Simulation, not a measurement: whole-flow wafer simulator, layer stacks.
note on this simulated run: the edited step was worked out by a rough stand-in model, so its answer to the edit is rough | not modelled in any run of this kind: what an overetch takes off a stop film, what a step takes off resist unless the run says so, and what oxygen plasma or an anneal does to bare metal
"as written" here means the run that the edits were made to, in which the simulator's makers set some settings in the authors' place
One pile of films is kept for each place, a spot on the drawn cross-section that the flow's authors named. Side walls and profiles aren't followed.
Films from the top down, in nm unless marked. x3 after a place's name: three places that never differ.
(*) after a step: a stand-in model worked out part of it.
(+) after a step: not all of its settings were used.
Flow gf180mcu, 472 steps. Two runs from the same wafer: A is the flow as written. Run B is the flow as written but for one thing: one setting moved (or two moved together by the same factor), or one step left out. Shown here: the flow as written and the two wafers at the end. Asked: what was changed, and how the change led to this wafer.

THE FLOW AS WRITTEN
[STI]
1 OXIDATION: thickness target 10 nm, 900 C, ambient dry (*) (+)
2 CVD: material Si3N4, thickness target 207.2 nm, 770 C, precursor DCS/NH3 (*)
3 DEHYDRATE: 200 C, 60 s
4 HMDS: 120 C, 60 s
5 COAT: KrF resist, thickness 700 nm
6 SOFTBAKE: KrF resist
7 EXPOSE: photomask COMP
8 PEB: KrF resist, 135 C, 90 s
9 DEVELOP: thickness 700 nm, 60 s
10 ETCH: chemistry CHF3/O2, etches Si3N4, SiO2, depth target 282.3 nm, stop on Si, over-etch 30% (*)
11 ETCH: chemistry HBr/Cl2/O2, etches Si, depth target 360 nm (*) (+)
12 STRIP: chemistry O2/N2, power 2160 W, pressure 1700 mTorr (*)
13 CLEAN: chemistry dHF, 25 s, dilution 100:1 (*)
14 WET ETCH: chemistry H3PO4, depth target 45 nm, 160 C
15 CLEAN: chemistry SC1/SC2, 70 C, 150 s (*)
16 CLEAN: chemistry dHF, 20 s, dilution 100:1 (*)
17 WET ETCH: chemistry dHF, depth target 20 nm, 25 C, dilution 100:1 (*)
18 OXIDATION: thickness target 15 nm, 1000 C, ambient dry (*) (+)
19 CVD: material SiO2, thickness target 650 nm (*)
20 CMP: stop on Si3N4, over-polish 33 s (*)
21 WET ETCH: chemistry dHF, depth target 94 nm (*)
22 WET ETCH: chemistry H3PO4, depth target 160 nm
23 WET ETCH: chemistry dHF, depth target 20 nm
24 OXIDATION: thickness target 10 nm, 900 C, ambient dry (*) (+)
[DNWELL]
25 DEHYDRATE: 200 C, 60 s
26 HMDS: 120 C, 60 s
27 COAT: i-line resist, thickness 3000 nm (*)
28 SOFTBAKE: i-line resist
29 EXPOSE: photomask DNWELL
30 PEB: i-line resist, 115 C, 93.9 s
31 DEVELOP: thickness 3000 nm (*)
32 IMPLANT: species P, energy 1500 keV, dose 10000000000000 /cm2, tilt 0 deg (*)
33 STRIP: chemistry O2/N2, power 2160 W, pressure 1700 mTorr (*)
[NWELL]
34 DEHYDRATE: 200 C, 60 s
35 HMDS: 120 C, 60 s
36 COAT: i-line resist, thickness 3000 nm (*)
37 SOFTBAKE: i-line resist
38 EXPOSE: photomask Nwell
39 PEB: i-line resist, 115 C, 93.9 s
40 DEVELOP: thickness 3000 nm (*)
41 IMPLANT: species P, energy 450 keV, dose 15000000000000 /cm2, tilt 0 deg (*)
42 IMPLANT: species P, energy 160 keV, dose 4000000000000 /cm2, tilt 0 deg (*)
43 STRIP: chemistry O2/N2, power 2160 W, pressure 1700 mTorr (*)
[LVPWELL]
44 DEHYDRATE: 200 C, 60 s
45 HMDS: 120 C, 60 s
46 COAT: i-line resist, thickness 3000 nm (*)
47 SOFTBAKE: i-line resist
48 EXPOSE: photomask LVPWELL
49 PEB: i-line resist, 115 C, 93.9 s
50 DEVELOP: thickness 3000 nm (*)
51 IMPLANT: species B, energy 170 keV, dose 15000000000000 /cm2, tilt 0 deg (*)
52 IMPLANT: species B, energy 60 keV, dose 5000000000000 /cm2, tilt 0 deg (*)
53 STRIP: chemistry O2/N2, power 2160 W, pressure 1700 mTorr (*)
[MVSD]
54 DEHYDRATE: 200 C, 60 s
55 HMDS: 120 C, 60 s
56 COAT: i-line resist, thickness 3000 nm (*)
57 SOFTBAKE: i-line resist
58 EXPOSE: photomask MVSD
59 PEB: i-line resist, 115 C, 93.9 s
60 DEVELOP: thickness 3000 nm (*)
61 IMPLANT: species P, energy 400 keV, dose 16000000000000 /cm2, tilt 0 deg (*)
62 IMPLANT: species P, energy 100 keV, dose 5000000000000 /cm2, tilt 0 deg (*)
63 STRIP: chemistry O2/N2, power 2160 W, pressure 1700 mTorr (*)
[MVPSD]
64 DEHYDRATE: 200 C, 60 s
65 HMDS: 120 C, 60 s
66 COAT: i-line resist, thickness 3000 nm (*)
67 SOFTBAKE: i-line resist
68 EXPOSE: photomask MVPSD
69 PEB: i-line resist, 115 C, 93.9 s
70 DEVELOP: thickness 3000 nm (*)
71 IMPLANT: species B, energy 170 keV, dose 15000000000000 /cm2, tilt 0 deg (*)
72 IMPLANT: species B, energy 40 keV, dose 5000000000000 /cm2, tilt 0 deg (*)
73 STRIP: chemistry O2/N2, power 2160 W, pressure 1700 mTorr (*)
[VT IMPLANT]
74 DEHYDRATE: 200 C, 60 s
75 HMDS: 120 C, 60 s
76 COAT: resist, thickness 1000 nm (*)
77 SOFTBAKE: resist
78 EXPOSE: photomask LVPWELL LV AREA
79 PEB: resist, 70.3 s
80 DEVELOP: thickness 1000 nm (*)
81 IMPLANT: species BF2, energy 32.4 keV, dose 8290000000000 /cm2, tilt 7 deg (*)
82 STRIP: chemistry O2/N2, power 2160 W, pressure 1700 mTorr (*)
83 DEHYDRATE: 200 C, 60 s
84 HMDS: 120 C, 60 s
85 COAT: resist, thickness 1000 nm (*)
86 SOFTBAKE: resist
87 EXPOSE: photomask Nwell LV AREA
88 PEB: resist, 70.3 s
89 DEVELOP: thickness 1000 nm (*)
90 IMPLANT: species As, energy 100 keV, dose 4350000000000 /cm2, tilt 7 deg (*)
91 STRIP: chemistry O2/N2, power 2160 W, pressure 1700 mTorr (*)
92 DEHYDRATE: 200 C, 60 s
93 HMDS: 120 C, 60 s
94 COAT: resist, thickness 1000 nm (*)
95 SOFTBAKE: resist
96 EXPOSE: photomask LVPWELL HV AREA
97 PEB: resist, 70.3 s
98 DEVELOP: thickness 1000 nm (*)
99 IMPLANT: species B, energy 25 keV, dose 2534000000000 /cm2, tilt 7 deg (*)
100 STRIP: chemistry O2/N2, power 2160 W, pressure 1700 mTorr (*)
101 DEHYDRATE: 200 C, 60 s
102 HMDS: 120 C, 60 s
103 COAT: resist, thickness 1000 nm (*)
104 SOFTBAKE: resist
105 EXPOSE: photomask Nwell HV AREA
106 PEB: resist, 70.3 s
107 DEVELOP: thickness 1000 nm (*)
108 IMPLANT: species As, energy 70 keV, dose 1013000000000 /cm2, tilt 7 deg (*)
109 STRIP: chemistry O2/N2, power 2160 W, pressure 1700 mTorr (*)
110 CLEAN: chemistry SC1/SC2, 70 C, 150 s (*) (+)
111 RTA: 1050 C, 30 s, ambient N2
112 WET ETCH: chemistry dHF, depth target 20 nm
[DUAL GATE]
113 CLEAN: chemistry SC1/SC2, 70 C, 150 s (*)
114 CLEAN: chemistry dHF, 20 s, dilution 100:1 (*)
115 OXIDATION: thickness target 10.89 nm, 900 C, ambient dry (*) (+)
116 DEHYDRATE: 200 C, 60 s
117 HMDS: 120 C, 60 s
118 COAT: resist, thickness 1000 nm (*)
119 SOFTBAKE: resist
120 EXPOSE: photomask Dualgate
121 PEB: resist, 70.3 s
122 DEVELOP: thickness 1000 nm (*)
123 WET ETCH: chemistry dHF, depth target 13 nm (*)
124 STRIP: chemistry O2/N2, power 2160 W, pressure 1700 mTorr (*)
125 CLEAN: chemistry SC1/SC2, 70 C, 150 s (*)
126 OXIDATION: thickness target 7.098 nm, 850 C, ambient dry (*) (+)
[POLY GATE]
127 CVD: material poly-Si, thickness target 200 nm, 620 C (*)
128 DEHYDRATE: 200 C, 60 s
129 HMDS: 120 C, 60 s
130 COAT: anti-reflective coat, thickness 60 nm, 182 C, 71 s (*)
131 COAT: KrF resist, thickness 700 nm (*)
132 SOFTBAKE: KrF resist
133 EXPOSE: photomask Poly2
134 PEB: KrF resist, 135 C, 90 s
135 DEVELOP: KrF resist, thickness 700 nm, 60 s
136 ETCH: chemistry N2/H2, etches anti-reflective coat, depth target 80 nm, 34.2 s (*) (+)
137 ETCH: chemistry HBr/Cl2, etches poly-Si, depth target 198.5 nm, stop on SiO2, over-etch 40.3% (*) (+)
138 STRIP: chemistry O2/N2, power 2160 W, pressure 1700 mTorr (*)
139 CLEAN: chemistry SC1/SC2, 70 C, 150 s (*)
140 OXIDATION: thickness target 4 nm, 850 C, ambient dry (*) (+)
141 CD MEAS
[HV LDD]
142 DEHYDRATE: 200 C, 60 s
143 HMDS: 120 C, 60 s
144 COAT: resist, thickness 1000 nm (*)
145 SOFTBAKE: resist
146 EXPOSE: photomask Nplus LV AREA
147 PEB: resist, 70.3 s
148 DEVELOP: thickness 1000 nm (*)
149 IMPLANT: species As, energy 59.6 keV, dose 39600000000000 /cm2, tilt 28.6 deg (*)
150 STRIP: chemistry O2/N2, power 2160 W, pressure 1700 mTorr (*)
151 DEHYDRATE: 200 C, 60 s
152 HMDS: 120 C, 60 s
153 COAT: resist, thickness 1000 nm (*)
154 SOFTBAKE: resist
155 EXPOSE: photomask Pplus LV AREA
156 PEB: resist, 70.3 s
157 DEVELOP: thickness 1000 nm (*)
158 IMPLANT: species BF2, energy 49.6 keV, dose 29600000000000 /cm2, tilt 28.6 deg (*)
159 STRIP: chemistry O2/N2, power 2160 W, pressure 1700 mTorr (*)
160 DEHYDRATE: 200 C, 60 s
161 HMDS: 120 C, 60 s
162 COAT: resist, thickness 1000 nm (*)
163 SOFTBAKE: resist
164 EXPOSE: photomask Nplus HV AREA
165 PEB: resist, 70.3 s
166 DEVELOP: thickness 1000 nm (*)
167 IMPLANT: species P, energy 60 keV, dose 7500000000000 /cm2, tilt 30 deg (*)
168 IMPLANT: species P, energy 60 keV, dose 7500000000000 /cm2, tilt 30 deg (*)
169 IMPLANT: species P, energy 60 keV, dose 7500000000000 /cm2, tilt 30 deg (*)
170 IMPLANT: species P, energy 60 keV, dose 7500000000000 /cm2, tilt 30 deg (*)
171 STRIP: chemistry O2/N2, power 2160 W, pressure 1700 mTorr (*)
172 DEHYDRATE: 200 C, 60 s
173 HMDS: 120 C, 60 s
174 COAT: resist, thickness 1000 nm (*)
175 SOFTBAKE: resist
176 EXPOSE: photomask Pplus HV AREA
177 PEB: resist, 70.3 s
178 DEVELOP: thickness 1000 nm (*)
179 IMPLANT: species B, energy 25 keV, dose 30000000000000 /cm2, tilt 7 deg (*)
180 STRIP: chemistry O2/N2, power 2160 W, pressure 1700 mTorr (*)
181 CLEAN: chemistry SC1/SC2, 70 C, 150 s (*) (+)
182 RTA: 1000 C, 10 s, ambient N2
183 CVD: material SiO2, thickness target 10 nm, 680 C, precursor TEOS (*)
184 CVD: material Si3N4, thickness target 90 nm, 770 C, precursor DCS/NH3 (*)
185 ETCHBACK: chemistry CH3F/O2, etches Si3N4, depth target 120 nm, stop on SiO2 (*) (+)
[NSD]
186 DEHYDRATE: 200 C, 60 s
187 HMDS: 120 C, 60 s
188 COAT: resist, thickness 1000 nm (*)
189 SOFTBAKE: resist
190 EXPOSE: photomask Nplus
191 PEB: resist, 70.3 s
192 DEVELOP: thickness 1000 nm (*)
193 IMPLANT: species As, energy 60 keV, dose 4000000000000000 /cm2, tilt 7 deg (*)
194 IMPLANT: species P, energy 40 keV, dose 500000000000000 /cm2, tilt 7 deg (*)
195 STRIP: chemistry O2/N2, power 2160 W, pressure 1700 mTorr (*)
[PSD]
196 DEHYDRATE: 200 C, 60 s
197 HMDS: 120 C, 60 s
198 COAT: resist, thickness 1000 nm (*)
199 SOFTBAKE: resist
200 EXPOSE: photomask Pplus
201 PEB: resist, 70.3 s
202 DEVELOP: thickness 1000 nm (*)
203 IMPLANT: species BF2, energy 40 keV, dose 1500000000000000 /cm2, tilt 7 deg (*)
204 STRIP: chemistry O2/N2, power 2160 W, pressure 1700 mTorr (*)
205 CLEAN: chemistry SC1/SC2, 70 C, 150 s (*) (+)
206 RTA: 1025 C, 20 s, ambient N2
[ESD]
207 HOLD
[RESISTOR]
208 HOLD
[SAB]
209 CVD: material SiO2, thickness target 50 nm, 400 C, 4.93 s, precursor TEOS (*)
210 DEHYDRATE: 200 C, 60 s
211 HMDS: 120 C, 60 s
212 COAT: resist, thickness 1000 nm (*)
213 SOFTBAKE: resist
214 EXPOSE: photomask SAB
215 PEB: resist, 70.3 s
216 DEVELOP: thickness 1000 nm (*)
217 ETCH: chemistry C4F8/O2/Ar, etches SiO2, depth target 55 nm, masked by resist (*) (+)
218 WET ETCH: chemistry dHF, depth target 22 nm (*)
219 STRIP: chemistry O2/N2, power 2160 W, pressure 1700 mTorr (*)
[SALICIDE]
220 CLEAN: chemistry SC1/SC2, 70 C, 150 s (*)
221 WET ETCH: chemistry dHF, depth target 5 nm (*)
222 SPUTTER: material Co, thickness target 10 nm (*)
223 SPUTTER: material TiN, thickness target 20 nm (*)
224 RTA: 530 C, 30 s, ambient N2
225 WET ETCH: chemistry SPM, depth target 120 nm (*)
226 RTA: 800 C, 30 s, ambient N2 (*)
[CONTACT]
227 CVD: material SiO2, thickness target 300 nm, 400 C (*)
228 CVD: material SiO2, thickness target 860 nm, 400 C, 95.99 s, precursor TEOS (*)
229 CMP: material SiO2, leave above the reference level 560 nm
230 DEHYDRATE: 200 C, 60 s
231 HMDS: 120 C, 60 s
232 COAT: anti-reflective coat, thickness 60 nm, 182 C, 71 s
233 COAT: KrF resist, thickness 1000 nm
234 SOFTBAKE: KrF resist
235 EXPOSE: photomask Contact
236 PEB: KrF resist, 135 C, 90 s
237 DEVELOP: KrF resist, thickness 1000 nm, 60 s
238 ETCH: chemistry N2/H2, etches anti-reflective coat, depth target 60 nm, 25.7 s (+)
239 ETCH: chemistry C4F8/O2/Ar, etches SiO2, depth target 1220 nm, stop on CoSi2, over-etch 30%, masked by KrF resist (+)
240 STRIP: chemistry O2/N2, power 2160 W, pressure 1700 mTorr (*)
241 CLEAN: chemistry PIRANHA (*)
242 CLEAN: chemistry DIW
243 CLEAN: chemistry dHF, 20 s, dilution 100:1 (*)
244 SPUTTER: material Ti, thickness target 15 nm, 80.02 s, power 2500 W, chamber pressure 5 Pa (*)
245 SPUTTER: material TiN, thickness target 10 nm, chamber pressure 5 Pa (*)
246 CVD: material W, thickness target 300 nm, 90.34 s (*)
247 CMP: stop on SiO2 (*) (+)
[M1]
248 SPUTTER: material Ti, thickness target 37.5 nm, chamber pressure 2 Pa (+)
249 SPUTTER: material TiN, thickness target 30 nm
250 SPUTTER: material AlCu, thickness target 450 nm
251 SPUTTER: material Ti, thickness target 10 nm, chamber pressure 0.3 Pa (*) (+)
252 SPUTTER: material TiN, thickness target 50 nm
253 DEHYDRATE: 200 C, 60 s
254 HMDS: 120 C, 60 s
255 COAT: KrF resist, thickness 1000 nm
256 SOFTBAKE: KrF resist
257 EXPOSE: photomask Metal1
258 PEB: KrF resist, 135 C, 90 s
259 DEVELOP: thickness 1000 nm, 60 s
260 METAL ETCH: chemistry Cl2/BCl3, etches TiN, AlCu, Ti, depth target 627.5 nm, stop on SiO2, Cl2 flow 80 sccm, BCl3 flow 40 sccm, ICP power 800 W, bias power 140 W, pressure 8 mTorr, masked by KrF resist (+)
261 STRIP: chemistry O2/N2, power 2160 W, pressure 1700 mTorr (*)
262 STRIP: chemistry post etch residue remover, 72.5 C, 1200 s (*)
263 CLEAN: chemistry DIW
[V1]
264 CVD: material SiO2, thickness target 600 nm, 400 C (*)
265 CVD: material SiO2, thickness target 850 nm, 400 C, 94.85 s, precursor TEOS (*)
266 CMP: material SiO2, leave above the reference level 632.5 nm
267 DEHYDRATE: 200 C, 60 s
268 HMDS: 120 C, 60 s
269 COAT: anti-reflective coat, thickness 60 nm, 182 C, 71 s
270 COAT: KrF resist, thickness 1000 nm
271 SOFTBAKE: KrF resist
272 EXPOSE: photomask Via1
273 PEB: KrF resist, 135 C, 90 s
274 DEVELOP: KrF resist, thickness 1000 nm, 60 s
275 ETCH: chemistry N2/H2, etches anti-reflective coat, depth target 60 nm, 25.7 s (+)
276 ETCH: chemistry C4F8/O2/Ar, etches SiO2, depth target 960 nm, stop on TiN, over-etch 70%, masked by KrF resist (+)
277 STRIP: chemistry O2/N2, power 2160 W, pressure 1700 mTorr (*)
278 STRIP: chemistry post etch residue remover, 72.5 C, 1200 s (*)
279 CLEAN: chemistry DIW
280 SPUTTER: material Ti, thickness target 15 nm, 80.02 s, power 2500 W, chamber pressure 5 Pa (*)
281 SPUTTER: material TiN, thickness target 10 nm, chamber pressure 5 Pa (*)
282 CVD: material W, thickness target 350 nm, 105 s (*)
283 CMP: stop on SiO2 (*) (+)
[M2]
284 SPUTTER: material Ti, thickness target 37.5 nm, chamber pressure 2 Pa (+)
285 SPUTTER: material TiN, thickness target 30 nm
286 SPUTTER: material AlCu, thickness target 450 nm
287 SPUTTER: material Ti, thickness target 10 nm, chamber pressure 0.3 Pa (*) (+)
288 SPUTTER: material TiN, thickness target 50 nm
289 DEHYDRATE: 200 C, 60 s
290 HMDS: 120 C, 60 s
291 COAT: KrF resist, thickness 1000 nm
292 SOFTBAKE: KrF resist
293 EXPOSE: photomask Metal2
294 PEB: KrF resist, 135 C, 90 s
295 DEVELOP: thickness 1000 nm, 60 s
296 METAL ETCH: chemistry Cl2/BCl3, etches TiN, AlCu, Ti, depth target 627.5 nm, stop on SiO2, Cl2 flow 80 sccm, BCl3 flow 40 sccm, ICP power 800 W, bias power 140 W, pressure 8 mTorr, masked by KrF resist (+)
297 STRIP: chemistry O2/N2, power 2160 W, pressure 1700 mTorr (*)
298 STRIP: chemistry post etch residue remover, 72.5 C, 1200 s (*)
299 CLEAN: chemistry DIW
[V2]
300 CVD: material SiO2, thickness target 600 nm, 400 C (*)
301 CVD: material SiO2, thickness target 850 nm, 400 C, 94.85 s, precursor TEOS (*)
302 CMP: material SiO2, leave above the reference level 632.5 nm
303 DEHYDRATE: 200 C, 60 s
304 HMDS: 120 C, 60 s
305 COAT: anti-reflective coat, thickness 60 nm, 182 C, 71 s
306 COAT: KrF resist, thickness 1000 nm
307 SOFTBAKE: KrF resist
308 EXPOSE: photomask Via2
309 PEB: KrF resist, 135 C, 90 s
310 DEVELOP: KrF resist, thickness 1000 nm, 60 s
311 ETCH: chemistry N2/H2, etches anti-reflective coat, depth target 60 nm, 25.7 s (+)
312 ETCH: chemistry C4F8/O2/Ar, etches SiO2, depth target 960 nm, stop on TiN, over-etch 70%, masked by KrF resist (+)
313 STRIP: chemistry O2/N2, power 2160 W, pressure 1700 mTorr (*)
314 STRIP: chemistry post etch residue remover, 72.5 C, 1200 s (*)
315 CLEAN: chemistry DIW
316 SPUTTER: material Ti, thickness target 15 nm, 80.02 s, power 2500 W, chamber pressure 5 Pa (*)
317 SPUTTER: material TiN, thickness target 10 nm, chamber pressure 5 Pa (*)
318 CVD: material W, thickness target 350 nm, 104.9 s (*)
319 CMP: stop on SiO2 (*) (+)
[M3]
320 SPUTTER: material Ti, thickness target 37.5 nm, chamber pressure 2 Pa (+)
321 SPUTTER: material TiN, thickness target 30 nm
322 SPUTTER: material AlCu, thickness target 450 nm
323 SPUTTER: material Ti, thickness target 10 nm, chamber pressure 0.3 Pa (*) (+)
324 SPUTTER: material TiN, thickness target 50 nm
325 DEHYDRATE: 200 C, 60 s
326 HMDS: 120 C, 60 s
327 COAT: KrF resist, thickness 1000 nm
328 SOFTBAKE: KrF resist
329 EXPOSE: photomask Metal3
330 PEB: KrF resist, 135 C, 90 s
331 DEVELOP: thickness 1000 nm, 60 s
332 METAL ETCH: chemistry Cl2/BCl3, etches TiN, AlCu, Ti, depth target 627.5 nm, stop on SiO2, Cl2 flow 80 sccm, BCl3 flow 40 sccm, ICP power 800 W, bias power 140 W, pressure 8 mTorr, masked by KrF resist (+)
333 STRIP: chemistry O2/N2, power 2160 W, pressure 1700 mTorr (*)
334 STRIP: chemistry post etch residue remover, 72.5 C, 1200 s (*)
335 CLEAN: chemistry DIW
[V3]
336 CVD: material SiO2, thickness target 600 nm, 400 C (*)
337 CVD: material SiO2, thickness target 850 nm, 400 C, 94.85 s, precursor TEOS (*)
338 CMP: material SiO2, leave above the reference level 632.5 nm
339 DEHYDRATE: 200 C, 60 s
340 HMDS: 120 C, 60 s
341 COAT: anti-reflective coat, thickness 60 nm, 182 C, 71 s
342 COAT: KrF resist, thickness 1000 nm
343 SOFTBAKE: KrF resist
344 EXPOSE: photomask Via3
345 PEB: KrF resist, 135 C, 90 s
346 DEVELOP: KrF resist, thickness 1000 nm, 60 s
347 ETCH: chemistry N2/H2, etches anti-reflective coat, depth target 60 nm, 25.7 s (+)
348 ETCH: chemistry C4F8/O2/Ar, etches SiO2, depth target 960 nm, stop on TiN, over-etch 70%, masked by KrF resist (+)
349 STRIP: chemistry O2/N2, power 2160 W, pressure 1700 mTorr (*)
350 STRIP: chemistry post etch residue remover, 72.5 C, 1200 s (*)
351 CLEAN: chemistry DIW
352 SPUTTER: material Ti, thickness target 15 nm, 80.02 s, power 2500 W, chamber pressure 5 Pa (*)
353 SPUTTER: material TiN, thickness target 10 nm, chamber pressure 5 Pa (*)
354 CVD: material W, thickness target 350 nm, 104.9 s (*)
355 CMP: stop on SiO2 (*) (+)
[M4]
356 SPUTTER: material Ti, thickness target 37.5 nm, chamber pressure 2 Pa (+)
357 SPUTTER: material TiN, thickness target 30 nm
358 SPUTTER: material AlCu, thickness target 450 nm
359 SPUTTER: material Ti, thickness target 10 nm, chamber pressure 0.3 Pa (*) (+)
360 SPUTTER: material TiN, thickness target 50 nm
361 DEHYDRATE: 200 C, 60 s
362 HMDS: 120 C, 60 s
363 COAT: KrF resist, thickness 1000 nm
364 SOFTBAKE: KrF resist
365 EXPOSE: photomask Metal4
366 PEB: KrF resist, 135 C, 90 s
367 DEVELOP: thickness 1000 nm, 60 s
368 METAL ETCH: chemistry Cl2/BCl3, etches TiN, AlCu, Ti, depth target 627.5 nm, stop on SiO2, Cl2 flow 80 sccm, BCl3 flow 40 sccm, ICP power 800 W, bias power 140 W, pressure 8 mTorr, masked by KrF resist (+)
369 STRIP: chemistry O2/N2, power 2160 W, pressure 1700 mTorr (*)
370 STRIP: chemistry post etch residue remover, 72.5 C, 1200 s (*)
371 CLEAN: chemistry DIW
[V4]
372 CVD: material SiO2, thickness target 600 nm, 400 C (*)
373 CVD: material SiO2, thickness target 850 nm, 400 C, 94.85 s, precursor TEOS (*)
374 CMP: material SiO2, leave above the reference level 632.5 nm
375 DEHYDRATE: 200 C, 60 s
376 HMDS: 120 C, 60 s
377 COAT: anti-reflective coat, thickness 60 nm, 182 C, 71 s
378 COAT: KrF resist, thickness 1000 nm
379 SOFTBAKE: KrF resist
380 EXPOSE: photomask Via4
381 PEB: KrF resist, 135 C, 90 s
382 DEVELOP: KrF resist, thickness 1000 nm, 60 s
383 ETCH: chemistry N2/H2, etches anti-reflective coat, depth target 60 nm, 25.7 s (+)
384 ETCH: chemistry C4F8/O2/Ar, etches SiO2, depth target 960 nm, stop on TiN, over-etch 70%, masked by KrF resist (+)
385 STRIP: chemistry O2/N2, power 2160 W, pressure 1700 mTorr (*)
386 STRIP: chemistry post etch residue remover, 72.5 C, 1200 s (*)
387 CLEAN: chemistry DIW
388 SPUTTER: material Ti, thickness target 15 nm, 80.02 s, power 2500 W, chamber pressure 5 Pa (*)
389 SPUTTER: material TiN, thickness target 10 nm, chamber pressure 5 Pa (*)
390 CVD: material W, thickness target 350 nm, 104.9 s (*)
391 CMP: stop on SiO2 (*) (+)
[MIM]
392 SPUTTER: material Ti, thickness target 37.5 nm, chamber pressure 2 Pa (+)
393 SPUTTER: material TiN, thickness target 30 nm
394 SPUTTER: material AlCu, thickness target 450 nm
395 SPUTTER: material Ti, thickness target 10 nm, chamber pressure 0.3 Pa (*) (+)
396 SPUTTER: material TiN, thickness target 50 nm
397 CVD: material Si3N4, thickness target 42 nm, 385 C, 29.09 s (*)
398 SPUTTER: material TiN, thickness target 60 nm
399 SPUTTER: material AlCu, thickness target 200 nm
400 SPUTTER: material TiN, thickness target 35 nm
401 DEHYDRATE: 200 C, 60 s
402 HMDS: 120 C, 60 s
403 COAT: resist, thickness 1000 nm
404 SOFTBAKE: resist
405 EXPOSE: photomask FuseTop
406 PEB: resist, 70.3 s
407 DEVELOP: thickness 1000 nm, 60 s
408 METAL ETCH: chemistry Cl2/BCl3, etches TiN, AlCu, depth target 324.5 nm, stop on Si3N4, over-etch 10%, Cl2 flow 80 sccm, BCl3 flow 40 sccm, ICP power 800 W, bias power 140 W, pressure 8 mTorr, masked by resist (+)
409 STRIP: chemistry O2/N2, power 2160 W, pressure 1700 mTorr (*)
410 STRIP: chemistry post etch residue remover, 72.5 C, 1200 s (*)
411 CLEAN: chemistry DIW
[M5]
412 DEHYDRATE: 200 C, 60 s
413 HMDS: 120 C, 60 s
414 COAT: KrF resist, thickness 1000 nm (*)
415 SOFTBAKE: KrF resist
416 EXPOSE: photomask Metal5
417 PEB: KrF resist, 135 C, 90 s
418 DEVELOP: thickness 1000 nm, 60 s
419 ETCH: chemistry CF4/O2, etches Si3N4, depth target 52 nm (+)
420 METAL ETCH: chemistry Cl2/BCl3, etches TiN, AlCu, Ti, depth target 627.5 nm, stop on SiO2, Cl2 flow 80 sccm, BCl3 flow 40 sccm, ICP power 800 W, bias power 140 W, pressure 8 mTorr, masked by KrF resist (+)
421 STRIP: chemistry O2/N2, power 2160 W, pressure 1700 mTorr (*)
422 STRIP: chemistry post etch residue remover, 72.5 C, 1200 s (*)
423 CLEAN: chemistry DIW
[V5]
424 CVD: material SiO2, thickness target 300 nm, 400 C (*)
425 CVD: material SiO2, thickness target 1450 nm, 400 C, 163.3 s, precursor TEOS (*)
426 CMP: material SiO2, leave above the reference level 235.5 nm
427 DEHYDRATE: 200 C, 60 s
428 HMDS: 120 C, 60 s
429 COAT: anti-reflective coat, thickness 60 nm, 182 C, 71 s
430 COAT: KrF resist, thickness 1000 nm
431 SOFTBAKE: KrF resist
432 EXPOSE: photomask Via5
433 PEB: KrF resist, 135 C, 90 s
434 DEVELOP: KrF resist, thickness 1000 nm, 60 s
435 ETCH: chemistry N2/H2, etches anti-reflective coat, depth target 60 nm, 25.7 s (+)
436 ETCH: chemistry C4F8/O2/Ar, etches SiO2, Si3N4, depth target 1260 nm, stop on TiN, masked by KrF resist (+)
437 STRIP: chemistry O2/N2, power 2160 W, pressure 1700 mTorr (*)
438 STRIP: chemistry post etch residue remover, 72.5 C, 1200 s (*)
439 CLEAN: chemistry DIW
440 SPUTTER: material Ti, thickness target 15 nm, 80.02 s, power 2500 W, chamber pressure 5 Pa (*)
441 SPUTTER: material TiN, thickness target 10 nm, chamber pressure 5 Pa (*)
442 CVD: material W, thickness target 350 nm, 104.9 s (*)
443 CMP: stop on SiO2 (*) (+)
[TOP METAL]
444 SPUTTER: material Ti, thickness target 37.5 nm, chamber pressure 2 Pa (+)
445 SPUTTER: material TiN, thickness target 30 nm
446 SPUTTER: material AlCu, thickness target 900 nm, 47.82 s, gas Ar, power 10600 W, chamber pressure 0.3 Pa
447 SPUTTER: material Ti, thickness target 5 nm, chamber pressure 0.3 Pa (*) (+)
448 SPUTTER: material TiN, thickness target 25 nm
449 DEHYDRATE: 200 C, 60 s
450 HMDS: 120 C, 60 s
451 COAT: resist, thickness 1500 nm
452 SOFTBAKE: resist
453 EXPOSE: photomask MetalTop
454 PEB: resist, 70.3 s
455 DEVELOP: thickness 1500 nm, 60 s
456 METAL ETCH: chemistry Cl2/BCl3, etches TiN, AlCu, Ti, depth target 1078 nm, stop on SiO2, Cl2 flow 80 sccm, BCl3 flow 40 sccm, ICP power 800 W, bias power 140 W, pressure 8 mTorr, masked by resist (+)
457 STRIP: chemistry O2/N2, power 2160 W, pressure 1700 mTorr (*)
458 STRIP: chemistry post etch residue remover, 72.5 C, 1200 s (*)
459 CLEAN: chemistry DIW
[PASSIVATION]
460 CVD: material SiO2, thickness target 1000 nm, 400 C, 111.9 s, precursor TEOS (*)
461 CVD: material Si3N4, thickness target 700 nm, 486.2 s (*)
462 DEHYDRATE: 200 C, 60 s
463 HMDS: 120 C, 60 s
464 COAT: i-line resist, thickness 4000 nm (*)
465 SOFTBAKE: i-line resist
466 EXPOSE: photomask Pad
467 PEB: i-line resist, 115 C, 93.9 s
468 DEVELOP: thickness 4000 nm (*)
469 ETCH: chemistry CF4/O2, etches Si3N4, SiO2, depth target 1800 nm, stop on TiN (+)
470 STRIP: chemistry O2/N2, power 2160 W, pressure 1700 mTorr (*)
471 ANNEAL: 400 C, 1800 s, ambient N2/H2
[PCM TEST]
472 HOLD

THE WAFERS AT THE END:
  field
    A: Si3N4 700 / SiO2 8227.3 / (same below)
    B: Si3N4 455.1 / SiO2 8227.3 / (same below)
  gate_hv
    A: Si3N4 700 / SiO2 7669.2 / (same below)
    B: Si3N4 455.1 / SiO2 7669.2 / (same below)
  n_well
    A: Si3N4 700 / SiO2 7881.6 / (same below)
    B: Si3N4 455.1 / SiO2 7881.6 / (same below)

The cause: step 461, CVD: thickness target 455 nm was run, where the flow has thickness target 700 nm; step 461, CVD: 316 s was run, where the flow has 486.2 s.

How the change led to this, step by step:
  461 CVD: material Si3N4, thickness target 700 nm, 486.2 s (*)
      field, field__w1, field__w2 and 109 more: A Si3N4 +700 (new film) | B Si3N4 +455.1 (new film)
  465 SOFTBAKE: i-line resist
      field__w11, field__w13: A i-line resist +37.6 | B i-line resist +36.4
      mim, ppoly_u: A i-line resist +37.5 | B i-line resist +36.3
      (and at 50 more places)
  469 ETCH: chemistry CF4/O2, etches Si3N4, SiO2, depth target 1800 nm, stop on TiN (+)
      pad: A Si3N4 -700 (all of it), SiO2 -1000 (all of it) | B Si3N4 -455.1 (all of it), SiO2 -1000 (all of it)
